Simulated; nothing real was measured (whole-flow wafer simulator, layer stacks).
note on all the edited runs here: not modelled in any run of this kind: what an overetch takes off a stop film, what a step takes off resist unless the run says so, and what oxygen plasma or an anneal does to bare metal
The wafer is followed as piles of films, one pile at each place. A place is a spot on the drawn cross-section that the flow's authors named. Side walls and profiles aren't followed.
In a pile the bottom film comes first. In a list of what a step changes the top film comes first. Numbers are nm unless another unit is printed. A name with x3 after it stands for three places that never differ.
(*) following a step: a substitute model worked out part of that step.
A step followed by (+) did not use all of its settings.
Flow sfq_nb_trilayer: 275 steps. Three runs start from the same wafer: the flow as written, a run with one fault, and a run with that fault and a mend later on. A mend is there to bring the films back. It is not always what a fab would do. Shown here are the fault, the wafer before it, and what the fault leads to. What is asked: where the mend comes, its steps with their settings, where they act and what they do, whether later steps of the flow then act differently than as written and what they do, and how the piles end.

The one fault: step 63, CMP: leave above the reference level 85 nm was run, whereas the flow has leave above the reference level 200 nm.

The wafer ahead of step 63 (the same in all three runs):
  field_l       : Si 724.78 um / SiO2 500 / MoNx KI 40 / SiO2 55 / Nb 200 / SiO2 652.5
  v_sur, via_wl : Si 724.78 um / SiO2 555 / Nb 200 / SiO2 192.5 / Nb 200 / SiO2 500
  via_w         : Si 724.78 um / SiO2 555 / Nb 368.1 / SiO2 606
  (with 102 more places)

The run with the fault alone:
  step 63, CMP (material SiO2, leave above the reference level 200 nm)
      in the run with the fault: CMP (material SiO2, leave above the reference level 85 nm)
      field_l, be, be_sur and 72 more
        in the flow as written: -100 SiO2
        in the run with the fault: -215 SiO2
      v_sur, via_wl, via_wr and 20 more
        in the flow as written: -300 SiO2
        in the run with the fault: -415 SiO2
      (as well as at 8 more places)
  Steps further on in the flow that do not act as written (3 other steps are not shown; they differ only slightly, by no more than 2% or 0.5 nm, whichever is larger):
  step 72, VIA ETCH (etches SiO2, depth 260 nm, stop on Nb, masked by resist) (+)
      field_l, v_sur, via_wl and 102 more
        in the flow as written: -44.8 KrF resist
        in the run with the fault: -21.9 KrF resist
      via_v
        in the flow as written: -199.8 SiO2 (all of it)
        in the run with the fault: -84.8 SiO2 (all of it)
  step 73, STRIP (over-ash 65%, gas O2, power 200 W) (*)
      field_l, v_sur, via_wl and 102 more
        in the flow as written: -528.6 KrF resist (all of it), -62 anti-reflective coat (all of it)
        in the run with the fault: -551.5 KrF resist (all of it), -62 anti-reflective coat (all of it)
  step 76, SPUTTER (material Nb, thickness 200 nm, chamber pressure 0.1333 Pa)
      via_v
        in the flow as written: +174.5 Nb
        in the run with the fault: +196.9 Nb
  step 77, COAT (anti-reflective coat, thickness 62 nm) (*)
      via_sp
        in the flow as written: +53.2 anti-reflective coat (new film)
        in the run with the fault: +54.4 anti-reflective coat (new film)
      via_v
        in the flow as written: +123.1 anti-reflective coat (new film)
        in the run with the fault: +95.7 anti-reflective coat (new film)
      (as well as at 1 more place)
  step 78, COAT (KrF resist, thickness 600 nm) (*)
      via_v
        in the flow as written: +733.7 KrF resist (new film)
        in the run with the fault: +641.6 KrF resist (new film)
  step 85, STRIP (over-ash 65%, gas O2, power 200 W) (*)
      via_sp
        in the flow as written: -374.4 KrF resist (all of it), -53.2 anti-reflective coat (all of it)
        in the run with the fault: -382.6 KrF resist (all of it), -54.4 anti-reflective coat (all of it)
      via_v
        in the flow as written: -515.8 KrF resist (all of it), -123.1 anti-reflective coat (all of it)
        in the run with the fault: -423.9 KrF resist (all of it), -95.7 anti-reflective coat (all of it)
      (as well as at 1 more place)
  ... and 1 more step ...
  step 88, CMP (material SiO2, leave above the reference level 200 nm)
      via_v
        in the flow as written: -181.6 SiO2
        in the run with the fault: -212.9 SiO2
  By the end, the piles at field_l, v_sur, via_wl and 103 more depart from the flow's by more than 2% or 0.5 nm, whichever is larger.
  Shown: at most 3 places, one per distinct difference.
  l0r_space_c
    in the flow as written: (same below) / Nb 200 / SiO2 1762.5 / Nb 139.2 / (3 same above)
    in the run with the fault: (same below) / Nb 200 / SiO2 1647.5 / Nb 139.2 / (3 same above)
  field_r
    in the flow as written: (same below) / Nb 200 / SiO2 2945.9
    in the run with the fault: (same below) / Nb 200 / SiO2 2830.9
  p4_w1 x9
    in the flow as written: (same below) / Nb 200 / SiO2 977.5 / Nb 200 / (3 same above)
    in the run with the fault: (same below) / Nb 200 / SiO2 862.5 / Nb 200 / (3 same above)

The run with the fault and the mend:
  After step 70 comes the mend.
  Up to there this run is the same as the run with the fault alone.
  step 70a, STRIP (over-ash 65%, gas O2, power 200 W) (*)
      field_l, v_sur, via_wl and 102 more
        -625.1 KrF resist (all of it), -62 anti-reflective coat (all of it)
      via_v
        -62 anti-reflective coat (all of it)
  step 70b, PECVD (material SiO2, thickness 115 nm, 150 C, 25.56 s, RF power 183.3 W, pressure 2.4 Torr, precursor SiH4/N2O) (a further turn of the flow's step 62, with different settings)
      field_l, v_sur, via_wl and 103 more
        +115 SiO2
  step 70c, COAT (anti-reflective coat, thickness 62 nm) (a further turn of the flow's step 65)
      field_l, v_sur, via_wl and 103 more
        +62 anti-reflective coat (new film)
  step 70d, COAT (KrF resist, thickness 650 nm) (a further turn of the flow's step 66)
      field_l, v_sur, via_wl and 103 more
        +650 KrF resist (new film)
  step 70e, SOFTBAKE (KrF resist) (a further turn of the flow's step 67)
      leaves every film unchanged at each place that is followed
  step 70f, EXPOSE (photomask I1, dose 11.91 mJ/cm2, NA 0.6, wavelength 248 nm) (*) (a further turn of the flow's step 68)
      leaves every film unchanged at each place that is followed
  step 70g, PEB (KrF resist, 90 s) (a further turn of the flow's step 69)
      field_l, v_sur, via_wl and 103 more
        -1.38 KrF resist
  step 70h, DEVELOP (KrF resist, thickness 650 nm, 60 s) (a further turn of the flow's step 70)
      field_l, v_sur, via_wl and 102 more
        -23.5 KrF resist
      via_v
        -648.6 KrF resist (all of it)
  None of the later steps of the flow acts differently than as written at any place that is followed.
  At every place that both follow, the piles at the end match the flow's.
